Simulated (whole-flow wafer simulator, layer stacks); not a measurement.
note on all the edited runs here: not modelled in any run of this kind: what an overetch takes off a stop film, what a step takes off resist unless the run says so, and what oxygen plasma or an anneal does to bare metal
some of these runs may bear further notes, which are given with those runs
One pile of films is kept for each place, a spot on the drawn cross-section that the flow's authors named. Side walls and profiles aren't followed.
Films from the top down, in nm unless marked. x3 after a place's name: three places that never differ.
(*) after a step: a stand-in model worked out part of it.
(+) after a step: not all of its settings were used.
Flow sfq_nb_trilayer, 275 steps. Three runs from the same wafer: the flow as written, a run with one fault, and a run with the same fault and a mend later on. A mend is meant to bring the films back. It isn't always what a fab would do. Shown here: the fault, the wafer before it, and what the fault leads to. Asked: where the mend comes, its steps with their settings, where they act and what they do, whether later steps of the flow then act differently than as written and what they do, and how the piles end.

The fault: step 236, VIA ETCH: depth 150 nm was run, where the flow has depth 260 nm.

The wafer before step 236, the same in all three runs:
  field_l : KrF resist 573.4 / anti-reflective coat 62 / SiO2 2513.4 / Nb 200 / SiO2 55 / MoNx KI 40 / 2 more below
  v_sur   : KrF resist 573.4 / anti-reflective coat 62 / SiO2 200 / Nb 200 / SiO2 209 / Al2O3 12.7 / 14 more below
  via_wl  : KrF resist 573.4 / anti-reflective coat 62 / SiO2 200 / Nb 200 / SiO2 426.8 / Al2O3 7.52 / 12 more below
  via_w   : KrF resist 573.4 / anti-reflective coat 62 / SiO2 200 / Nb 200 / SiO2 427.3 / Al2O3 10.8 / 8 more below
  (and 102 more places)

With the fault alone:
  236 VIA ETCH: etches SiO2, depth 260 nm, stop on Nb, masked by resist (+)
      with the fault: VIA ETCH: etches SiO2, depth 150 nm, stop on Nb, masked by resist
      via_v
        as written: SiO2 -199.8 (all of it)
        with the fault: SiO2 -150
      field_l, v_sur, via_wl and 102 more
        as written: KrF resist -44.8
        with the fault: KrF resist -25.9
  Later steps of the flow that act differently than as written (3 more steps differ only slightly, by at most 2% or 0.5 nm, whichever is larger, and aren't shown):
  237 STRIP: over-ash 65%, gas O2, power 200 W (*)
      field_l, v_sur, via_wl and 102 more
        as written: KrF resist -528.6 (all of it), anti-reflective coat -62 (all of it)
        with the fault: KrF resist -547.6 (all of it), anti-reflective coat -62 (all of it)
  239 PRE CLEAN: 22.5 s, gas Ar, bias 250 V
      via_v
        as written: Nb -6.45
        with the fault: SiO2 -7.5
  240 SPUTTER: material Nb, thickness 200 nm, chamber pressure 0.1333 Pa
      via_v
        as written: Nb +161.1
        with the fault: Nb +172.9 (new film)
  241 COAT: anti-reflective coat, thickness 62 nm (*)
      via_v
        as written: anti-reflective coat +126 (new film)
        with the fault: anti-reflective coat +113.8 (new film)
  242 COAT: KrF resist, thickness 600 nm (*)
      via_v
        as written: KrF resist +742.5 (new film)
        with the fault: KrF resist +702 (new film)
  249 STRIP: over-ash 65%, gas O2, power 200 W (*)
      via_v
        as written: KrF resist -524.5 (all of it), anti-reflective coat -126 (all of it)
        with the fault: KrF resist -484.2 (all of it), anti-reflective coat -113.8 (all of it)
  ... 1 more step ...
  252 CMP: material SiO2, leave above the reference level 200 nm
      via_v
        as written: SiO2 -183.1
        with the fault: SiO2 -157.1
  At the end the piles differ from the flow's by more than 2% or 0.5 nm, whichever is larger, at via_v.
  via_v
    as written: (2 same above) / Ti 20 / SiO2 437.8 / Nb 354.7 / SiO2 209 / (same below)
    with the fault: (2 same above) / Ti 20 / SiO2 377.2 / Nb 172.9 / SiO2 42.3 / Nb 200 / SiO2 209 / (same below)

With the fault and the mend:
  The mend comes after step 236.
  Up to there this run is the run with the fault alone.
  236a VIA ETCH: etches SiO2, depth 110 nm, stop on Nb, masked by resist (+) (the flow's step 236 once more, with other settings)
      field_l, v_sur, via_wl and 102 more
        KrF resist -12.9
      via_v
        SiO2 -49.8 (all of it)
  No later step of the flow acts differently than as written, at any place that is followed, by more than 2% or 0.5 nm, whichever is larger.
  At the end the piles are the same as the flow's at every place that both follow.
